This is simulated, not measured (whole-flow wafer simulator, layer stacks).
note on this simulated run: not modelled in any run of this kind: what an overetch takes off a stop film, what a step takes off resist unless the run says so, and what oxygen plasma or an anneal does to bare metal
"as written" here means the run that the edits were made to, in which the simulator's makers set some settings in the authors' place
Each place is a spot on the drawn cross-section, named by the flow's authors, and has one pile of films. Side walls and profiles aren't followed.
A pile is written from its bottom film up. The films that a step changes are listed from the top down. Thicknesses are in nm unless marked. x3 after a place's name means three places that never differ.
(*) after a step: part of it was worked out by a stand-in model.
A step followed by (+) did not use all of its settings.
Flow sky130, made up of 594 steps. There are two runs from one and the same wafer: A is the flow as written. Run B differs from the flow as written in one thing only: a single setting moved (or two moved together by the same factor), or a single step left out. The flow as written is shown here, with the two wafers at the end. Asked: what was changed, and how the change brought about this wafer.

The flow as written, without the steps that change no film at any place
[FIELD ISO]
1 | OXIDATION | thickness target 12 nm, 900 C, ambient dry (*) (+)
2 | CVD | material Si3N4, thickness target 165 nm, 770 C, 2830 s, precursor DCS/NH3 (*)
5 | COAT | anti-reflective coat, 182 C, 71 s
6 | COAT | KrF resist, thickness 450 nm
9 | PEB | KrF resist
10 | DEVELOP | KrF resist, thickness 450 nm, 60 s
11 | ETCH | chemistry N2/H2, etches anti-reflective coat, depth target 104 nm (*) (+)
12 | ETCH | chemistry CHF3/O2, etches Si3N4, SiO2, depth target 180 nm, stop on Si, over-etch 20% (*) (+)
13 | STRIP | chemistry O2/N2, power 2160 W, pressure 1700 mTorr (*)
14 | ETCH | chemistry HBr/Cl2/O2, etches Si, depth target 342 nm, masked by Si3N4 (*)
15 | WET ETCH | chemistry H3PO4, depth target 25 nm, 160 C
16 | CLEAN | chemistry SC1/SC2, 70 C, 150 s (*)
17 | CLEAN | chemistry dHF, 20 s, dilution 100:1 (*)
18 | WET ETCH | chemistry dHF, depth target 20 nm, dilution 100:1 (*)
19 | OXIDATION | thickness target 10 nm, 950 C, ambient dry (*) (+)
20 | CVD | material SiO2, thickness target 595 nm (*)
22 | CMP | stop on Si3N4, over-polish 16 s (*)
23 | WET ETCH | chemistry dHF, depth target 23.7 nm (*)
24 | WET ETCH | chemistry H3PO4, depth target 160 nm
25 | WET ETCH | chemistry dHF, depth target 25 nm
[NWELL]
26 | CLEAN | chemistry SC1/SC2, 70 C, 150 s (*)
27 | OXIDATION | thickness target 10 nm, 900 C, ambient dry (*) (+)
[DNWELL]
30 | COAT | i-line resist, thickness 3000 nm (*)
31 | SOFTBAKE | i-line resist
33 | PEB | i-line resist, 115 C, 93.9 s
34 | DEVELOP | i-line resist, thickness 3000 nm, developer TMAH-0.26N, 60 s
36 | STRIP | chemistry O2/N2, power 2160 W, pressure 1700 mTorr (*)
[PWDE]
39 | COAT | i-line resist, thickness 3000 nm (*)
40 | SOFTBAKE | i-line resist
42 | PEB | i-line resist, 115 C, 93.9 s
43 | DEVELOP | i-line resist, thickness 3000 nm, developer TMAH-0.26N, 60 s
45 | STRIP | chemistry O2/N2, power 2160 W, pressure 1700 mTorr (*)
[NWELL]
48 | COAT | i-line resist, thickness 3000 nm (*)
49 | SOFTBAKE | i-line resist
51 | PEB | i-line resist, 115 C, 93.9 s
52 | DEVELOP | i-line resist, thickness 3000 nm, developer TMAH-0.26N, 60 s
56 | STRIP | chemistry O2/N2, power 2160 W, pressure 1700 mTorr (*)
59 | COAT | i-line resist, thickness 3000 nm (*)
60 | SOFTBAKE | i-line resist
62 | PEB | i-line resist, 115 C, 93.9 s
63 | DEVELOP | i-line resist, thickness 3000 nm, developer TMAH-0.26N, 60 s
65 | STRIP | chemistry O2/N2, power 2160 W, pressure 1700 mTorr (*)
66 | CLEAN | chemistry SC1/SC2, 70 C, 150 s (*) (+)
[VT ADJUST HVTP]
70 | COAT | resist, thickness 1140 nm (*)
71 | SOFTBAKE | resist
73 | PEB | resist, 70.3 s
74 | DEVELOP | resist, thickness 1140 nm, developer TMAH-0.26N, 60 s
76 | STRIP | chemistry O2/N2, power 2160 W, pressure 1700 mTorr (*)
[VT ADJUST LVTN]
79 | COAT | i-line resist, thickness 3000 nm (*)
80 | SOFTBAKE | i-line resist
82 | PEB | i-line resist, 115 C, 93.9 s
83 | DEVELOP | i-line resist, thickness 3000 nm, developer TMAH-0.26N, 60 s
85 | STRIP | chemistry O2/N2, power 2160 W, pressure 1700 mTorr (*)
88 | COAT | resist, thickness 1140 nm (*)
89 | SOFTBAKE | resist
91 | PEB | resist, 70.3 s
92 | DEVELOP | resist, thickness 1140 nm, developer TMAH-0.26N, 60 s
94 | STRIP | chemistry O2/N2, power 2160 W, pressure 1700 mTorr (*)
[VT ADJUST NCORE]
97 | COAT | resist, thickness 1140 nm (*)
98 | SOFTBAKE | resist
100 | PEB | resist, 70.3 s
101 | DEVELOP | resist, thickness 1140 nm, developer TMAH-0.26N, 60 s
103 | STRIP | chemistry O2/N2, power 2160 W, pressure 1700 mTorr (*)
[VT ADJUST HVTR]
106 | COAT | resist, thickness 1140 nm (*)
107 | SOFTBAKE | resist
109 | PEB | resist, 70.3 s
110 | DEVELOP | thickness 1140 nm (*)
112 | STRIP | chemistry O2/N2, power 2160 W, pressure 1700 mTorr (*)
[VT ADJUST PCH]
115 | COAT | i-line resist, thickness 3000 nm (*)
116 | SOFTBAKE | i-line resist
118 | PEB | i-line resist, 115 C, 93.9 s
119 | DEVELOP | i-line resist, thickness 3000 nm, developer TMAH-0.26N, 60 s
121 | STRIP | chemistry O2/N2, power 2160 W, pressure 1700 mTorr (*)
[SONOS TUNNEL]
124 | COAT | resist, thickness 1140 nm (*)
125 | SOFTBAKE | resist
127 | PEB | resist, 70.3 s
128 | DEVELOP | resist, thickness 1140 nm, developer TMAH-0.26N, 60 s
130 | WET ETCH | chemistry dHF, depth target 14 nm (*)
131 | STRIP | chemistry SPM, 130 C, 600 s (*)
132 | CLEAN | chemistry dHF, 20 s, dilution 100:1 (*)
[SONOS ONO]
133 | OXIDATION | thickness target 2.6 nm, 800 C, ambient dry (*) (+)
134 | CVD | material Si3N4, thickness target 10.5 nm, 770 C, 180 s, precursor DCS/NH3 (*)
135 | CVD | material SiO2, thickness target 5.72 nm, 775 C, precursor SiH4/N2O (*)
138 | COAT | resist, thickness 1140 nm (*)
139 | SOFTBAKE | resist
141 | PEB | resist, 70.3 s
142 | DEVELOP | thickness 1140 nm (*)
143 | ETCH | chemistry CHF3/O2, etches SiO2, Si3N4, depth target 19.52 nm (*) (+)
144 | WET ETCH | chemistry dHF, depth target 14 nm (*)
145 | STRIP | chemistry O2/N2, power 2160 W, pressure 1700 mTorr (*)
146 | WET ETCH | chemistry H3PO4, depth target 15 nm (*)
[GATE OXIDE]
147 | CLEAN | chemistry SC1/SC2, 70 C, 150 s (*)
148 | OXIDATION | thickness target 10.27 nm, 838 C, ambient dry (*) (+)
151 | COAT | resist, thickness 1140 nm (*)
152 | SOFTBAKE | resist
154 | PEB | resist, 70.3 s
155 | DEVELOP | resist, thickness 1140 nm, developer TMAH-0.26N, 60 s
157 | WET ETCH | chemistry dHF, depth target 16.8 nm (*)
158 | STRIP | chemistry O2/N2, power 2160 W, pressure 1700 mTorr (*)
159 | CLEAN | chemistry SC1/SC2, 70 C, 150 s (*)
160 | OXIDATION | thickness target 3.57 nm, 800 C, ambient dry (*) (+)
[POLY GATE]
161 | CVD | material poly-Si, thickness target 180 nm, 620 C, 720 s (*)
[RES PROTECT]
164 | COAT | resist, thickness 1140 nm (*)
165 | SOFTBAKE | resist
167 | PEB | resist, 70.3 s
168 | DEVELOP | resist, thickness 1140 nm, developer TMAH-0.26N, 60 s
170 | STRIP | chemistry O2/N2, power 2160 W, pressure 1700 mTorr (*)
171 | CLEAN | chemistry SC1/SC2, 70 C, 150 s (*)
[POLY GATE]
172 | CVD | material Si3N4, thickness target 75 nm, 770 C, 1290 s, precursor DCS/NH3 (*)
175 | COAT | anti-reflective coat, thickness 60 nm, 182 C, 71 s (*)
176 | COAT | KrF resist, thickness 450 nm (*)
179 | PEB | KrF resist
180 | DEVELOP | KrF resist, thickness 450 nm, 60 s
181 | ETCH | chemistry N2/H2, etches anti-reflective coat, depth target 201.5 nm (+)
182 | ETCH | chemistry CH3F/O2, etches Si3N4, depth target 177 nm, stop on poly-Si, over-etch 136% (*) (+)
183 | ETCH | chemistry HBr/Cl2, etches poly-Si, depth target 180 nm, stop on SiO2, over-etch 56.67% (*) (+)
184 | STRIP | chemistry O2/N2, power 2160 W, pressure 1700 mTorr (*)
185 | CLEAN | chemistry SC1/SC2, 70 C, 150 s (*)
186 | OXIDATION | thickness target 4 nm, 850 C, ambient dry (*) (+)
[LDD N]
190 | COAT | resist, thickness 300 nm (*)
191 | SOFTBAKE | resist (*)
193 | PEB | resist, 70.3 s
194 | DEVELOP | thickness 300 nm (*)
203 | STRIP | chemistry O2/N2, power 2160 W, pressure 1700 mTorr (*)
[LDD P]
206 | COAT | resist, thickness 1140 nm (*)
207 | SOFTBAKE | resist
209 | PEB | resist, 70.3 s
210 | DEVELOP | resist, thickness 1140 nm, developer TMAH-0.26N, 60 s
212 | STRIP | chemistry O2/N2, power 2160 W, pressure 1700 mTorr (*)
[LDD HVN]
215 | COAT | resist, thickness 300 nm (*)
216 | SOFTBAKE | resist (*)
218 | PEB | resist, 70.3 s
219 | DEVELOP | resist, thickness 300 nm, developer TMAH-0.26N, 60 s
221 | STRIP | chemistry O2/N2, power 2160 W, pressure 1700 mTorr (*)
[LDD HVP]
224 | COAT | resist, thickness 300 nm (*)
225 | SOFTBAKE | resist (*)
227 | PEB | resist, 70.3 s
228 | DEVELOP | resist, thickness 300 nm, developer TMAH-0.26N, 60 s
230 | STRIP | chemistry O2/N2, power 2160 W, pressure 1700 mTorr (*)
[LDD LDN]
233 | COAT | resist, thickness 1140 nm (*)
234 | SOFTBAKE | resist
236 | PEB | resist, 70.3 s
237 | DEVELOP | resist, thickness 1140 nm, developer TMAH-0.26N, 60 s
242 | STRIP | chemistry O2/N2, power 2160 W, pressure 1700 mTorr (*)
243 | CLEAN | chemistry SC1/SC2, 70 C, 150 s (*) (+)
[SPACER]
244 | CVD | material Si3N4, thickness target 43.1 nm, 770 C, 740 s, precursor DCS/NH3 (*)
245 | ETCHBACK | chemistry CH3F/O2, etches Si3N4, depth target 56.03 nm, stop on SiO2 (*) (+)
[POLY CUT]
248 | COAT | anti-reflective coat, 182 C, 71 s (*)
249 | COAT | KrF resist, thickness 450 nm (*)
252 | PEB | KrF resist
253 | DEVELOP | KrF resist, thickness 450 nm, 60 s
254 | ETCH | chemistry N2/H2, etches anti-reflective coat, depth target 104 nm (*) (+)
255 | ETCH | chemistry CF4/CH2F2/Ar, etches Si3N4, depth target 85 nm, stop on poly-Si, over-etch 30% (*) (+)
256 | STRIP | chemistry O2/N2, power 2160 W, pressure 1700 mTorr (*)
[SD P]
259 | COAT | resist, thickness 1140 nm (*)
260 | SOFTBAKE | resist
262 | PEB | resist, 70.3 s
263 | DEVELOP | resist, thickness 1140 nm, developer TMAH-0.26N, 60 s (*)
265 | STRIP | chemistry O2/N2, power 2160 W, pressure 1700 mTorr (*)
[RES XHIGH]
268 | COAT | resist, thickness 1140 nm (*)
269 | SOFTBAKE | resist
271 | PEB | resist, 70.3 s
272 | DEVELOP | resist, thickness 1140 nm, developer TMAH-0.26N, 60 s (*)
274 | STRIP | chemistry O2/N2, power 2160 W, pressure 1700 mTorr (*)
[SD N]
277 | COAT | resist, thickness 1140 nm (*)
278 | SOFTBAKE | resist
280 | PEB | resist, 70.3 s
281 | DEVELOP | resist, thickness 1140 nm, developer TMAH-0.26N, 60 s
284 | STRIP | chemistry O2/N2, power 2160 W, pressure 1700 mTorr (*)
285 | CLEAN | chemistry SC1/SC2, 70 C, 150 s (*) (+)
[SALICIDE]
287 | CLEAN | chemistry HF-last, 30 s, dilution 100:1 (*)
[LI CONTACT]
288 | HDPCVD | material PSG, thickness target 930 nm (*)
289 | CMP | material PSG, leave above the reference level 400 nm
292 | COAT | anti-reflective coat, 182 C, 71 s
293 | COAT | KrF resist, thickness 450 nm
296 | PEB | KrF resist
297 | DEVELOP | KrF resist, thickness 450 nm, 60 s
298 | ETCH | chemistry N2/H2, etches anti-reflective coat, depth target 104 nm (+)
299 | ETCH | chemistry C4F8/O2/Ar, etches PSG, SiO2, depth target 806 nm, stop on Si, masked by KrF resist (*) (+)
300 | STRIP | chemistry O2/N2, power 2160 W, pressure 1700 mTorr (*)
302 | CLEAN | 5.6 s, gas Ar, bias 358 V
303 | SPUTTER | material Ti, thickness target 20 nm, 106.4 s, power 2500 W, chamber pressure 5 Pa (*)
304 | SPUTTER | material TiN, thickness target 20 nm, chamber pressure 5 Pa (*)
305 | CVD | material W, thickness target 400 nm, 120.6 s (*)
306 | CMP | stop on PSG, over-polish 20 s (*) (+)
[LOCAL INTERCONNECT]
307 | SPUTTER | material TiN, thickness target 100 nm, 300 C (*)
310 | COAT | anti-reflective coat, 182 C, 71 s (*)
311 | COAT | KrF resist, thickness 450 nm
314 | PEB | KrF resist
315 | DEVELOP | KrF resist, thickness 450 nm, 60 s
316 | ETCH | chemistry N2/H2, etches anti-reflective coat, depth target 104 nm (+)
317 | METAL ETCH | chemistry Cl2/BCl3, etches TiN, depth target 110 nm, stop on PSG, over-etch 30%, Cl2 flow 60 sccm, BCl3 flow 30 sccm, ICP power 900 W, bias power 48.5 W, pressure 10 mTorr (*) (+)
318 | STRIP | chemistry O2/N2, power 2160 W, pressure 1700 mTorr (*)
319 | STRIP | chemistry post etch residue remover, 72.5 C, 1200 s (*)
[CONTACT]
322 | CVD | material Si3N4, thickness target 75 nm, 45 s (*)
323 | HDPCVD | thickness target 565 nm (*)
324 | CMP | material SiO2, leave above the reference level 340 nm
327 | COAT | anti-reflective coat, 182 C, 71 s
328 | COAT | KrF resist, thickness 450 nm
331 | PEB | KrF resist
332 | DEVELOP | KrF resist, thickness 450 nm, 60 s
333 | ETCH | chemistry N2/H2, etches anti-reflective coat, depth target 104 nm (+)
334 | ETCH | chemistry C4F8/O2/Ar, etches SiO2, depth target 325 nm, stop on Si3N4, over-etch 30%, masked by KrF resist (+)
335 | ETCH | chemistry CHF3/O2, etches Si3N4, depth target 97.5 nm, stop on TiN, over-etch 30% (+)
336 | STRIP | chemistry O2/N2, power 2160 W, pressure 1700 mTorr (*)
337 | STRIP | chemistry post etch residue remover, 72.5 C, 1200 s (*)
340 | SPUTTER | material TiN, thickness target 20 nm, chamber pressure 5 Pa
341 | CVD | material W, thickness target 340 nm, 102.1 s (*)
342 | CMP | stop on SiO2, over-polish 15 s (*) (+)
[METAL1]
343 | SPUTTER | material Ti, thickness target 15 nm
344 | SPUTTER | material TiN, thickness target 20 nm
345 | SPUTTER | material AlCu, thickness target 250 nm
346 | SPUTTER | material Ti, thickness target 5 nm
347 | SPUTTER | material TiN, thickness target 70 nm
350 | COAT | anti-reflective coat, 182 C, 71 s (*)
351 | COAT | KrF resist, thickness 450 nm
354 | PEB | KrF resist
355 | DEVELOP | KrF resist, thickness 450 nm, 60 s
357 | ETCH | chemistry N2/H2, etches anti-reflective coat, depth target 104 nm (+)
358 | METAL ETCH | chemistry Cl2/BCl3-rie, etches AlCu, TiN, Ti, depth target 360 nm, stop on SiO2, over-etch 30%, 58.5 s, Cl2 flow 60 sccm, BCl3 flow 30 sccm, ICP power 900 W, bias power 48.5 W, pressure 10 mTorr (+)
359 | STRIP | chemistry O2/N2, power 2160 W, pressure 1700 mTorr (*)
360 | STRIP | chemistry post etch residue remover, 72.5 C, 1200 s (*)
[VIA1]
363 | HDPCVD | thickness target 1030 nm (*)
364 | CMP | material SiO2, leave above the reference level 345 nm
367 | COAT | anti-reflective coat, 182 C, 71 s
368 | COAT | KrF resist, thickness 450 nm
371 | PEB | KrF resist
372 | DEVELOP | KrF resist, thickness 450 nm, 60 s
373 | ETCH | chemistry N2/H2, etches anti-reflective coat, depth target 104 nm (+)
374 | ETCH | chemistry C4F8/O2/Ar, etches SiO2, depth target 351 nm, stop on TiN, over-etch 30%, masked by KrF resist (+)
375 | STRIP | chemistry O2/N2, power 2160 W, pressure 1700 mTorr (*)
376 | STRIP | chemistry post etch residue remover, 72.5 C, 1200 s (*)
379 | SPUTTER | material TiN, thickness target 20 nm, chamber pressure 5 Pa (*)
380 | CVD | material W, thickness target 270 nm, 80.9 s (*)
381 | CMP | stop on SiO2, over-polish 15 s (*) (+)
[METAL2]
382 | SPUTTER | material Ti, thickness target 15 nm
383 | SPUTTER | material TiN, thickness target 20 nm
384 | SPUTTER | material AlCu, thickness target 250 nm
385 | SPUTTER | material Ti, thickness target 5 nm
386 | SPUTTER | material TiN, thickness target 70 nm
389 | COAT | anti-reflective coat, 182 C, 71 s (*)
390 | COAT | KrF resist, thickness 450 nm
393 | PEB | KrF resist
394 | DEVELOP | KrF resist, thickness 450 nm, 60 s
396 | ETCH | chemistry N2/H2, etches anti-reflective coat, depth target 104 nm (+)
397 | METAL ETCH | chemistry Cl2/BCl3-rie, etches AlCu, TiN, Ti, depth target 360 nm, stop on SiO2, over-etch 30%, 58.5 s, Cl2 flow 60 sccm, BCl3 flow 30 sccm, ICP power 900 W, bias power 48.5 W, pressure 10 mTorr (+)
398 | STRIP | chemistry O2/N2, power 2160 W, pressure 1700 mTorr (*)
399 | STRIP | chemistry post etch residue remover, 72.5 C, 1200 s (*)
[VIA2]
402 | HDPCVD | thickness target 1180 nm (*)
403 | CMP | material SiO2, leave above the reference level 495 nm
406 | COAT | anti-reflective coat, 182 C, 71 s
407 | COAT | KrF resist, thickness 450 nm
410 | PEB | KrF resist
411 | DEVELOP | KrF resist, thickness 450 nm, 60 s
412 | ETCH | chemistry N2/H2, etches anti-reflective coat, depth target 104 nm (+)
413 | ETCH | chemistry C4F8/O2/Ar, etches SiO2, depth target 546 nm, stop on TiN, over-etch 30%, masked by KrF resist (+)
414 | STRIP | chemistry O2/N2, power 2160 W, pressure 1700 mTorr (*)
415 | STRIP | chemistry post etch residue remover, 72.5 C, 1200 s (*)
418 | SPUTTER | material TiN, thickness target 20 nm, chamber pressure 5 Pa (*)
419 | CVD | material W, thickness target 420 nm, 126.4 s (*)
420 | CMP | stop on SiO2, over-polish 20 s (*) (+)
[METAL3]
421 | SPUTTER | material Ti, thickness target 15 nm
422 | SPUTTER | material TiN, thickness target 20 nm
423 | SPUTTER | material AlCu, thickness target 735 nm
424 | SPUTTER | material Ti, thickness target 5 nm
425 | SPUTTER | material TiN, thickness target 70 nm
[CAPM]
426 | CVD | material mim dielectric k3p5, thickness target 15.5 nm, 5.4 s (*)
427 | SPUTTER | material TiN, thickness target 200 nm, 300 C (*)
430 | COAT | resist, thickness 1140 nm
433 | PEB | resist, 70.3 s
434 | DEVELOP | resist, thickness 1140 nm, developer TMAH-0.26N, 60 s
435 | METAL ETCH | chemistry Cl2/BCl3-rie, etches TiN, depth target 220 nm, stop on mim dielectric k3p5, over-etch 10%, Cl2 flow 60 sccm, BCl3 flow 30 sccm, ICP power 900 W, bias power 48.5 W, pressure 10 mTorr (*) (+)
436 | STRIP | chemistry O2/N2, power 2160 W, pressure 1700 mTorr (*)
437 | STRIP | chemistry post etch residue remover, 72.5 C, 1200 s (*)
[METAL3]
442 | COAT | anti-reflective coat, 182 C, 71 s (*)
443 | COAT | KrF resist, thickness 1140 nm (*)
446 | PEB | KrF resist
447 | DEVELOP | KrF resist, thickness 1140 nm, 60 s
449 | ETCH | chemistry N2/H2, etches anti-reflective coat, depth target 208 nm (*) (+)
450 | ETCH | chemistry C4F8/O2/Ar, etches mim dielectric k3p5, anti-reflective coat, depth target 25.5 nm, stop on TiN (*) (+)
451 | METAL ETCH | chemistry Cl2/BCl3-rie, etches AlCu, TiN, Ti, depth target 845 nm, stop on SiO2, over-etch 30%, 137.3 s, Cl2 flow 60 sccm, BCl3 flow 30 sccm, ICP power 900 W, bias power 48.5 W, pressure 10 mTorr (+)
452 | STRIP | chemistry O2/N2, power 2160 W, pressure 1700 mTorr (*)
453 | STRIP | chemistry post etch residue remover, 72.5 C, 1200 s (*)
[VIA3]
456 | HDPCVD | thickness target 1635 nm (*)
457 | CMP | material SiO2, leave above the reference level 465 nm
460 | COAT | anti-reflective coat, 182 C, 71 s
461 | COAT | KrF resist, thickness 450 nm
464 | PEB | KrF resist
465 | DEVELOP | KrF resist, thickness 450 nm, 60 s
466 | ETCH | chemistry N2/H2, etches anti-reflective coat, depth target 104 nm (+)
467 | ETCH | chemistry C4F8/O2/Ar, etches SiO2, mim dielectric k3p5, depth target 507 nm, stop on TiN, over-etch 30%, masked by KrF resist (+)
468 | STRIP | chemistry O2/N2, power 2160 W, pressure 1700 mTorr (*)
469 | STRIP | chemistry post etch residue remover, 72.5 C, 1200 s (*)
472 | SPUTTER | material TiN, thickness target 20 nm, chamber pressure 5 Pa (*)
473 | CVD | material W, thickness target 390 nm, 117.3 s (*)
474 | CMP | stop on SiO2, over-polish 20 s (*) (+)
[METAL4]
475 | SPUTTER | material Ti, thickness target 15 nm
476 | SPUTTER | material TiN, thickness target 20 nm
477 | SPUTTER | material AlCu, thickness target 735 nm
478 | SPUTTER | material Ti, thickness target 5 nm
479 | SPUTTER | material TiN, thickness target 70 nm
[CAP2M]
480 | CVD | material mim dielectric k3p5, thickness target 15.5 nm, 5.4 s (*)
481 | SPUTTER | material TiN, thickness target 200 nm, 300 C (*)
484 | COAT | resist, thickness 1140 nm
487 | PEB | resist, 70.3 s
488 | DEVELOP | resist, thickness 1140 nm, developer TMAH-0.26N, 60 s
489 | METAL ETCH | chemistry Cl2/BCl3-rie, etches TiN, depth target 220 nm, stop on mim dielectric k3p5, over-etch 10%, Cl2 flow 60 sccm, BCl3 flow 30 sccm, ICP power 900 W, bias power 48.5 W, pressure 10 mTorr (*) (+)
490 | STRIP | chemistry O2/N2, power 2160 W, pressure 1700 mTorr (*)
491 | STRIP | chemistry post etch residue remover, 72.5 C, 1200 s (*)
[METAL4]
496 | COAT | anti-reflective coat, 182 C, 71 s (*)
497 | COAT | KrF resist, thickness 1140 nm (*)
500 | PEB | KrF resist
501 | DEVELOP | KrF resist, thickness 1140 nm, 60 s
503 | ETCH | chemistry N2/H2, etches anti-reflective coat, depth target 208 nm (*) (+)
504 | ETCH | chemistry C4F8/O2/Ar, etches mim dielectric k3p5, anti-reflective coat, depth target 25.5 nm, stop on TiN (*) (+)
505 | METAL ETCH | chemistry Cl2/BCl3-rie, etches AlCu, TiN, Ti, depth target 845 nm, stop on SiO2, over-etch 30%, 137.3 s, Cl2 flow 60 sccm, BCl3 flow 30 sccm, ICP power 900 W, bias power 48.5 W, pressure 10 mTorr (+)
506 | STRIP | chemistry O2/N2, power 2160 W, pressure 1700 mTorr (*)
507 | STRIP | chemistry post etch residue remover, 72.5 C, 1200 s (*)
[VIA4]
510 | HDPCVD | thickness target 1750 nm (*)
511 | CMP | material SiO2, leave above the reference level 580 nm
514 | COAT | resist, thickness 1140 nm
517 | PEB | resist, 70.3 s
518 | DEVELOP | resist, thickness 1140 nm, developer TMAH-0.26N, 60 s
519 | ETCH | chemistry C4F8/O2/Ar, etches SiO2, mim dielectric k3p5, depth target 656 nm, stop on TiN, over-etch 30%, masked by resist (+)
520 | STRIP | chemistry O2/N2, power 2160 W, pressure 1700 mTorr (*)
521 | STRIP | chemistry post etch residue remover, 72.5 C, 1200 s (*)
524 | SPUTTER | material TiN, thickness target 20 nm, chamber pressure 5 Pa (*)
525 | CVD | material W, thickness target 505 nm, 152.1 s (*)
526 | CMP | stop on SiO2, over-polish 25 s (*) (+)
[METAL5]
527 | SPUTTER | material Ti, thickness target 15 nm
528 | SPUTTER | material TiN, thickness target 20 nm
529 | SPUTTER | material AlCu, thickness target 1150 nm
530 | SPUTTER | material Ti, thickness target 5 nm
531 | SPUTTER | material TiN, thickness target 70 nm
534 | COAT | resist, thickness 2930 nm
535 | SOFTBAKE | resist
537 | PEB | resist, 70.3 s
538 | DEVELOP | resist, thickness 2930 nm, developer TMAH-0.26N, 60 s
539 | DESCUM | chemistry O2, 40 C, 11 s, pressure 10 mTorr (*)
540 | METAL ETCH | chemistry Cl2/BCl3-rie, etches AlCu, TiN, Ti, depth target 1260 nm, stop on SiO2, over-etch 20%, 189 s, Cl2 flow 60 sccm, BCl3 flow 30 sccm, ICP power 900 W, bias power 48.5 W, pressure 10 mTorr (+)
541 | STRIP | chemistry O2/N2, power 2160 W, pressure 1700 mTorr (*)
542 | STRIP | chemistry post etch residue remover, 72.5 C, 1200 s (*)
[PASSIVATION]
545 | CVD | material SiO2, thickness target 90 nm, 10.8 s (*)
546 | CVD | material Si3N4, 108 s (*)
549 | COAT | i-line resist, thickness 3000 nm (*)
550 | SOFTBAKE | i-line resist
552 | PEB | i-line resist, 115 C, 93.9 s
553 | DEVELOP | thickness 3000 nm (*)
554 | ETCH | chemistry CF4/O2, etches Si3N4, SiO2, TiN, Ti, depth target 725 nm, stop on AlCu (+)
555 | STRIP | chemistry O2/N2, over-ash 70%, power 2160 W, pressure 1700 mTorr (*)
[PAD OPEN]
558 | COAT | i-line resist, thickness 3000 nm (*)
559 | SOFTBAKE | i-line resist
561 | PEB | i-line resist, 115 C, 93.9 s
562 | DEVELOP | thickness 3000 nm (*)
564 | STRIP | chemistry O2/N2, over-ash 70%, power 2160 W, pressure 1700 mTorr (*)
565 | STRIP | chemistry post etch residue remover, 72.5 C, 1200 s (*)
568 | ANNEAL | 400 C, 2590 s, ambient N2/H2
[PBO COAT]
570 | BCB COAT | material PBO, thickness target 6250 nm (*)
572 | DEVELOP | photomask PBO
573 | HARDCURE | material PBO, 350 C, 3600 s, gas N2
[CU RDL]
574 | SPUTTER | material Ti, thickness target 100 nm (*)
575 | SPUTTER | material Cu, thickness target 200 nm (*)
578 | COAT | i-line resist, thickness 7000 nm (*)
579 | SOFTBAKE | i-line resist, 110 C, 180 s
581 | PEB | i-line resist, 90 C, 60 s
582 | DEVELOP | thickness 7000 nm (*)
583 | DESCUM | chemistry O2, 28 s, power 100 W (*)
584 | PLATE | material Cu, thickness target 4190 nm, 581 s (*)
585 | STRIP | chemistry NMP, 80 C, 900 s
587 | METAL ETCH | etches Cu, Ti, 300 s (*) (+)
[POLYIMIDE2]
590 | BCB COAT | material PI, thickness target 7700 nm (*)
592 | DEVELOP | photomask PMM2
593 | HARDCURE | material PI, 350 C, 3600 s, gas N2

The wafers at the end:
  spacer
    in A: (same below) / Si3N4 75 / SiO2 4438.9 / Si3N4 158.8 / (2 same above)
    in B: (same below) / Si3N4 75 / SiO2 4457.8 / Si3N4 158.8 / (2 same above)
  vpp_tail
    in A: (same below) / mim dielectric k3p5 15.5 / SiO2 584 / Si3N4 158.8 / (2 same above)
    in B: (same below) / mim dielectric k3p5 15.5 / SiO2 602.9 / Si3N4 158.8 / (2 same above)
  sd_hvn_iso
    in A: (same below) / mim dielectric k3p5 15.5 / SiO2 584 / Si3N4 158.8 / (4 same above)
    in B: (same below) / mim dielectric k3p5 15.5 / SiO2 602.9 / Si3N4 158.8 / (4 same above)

What caused this: step 540, METAL ETCH: depth target 1102 nm was run, though the flow has depth target 1260 nm; step 540, METAL ETCH: 165 s was run, where the flow has 189 s.

The path from the change to this, step by step:
  540 | METAL ETCH | chemistry Cl2/BCl3-rie, etches AlCu, TiN, Ti, depth target 1260 nm, stop on SiO2, over-etch 20%, 189 s, Cl2 flow 60 sccm, BCl3 flow 30 sccm, ICP power 900 W, bias power 48.5 W, pressure 10 mTorr (+)
      field, active, gate and 175 more: A TiN loses 70 (all of it), Ti loses 5 (all of it), AlCu loses 1150 (all of it), TiN loses 20 (all of it), Ti loses 15 (all of it), SiO2 loses 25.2 | B TiN loses 70 (all of it), Ti loses 5 (all of it), AlCu loses 1150 (all of it), TiN loses 20 (all of it), Ti loses 15 (all of it), SiO2 loses 6.3
      n_well, p_well, sd_n and 12 more: A resist loses 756 | B resist loses 661.5
  541 | STRIP | chemistry O2/N2, power 2160 W, pressure 1700 mTorr (*)
      n_well, p_well, sd_n and 9 more: A resist loses 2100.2 (all of it) | B resist loses 2194.7 (all of it)
      m1, via4_hole: A resist loses 2102.3 (all of it) | B resist loses 2196.8 (all of it)
      (and at 1 other place as well)
  550 | SOFTBAKE | i-line resist
      gate: A i-line resist loses 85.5 | B i-line resist loses 83.4
      spacer: A i-line resist loses 97.5 | B i-line resist loses 95.1
      (and at 24 other places as well)
  559 | SOFTBAKE | i-line resist
      gate: A i-line resist loses 85.5 | B i-line resist loses 83.4
      m1: A i-line resist loses 101.5 | B i-line resist loses 99
      (and at 23 other places as well)
  578 | COAT | i-line resist, thickness 7000 nm (*)
      pad: A i-line resist gains 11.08 um (new film) | B i-line resist gains 11.1 um (new film)
  582 | DEVELOP | thickness 7000 nm (*)
      pad: A i-line resist loses 11.08 um (all of it) | B i-line resist loses 11.1 um (all of it)
